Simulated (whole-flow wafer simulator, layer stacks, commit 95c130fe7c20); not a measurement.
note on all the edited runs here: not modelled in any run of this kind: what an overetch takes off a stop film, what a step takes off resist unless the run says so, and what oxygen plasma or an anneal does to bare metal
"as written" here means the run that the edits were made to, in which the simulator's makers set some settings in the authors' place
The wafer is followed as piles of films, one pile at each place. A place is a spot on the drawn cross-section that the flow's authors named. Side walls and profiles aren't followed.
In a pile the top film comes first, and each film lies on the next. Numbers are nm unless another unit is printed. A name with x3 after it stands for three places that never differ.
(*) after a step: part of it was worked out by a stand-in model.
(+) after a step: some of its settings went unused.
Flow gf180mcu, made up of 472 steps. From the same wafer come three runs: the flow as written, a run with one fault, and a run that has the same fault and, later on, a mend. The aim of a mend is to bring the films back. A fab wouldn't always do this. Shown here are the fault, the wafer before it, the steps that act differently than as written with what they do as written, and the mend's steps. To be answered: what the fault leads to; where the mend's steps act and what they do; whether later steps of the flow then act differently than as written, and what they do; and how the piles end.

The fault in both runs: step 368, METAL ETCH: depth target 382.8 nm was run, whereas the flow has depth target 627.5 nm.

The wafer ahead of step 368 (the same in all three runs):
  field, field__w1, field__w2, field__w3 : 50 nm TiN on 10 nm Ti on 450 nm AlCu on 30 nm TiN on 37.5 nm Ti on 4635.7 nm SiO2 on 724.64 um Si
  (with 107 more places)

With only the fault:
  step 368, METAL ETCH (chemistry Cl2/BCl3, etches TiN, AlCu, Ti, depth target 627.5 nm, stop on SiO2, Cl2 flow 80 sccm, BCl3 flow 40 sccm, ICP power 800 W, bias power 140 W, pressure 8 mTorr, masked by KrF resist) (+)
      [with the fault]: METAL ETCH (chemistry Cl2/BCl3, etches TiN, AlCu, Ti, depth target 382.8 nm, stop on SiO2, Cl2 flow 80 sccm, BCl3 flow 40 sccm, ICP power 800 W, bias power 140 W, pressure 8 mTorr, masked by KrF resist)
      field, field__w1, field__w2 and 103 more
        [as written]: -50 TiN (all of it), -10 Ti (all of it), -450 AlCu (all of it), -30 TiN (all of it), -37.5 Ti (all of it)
        [with the fault]: -50 TiN (all of it), -10 Ti (all of it), -322.8 AlCu
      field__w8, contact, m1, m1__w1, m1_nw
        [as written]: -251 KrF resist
        [with the fault]: -153.1 KrF resist
  Later steps of the flow acting differently than as written:
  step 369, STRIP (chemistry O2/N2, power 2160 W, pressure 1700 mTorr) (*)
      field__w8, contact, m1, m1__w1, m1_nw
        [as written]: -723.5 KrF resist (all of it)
        [with the fault]: -821.4 KrF resist (all of it)
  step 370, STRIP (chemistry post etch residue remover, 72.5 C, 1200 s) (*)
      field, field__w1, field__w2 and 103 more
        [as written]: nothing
        [with the fault]: -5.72 AlCu
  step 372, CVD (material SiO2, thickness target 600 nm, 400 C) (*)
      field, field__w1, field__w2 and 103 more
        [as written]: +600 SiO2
        [with the fault]: +600 SiO2 (new film)
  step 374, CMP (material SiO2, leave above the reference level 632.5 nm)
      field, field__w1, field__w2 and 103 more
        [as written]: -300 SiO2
        [with the fault]: -489 SiO2
  At field, field__w1, field__w2 and 104 more, the piles at the end differ from the flow's by more than 2% or 0.5 nm, whichever is larger.
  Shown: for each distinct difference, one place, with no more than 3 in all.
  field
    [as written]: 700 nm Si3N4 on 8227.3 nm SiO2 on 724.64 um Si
    [with the fault]: 700 nm Si3N4 on 3402.6 nm SiO2 on 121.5 nm AlCu on 30 nm TiN on 37.5 nm Ti on 4635.7 nm SiO2 on 724.64 um Si
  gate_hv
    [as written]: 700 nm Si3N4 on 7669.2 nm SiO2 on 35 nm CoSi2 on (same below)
    [with the fault]: 700 nm Si3N4 on 3402.6 nm SiO2 on 121.5 nm AlCu on 30 nm TiN on 37.5 nm Ti on 4077.6 nm SiO2 on 35 nm CoSi2 on (same below)
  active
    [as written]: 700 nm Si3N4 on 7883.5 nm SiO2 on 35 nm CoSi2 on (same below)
    [with the fault]: 700 nm Si3N4 on 3402.6 nm SiO2 on 121.5 nm AlCu on 30 nm TiN on 37.5 nm Ti on 4291.9 nm SiO2 on 35 nm CoSi2 on (same below)

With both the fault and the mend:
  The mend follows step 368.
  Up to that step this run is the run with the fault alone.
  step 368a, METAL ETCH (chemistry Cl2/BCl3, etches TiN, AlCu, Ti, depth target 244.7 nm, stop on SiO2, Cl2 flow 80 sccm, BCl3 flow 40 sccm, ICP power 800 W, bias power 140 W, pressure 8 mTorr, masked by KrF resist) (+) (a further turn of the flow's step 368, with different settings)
      field, field__w1, field__w2 and 103 more
        -127.2 AlCu (all of it), -30 TiN (all of it), -37.5 Ti (all of it)
      field__w8, contact, m1, m1__w1, m1_nw
        -97.9 KrF resist
  None of the later steps of the flow acts differently than as written at any place that is followed.
  The piles end the same as the flow's at every place that both follow.
